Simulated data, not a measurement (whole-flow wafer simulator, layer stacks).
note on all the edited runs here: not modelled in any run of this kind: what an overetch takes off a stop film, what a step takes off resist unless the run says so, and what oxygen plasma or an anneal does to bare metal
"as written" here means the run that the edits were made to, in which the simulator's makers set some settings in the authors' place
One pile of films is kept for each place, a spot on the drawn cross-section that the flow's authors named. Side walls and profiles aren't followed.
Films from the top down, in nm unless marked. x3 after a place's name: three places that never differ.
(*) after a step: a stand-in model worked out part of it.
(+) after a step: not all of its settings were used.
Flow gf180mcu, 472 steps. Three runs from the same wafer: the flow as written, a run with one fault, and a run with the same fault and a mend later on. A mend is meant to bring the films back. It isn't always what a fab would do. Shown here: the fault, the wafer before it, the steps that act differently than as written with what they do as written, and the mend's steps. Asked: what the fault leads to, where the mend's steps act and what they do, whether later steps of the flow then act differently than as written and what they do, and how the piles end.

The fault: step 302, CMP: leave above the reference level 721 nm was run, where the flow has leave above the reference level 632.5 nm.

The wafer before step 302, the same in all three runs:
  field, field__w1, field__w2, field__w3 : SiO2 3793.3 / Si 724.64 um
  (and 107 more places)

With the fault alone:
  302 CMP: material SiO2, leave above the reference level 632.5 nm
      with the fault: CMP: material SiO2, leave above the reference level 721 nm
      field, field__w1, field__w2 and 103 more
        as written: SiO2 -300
        with the fault: SiO2 -211.5
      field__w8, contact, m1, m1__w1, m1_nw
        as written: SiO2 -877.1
        with the fault: SiO2 -788.6
  Later steps of the flow that act differently than as written (2 more steps differ only slightly, by at most 2% or 0.5 nm, whichever is larger, and aren't shown):
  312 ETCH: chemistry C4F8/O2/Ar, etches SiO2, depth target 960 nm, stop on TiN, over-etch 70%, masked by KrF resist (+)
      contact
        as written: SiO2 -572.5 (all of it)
        with the fault: SiO2 -661 (all of it)
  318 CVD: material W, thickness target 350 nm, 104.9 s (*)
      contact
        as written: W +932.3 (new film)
        with the fault: W +1021.6 (new film)
  At the end the piles differ from the flow's by more than 2% or 0.5 nm, whichever is larger, at field__w8, contact, m1, m1__w1, m1_nw.
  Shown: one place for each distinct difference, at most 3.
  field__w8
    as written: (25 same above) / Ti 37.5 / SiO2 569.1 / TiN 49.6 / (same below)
    with the fault: (25 same above) / Ti 37.5 / SiO2 657.6 / TiN 49.6 / (same below)
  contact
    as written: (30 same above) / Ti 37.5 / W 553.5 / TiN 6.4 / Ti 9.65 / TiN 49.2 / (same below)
    with the fault: (30 same above) / Ti 37.5 / W 642.8 / TiN 6.08 / Ti 9.17 / TiN 49.2 / (same below)

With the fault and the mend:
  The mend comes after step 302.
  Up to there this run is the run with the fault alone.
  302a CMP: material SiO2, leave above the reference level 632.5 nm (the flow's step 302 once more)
      field, field__w1, field__w2 and 108 more
        SiO2 -88.5
  No later step of the flow acts differently than as written at any place that is followed.
  At the end the piles are the same as the flow's at every place that both follow.
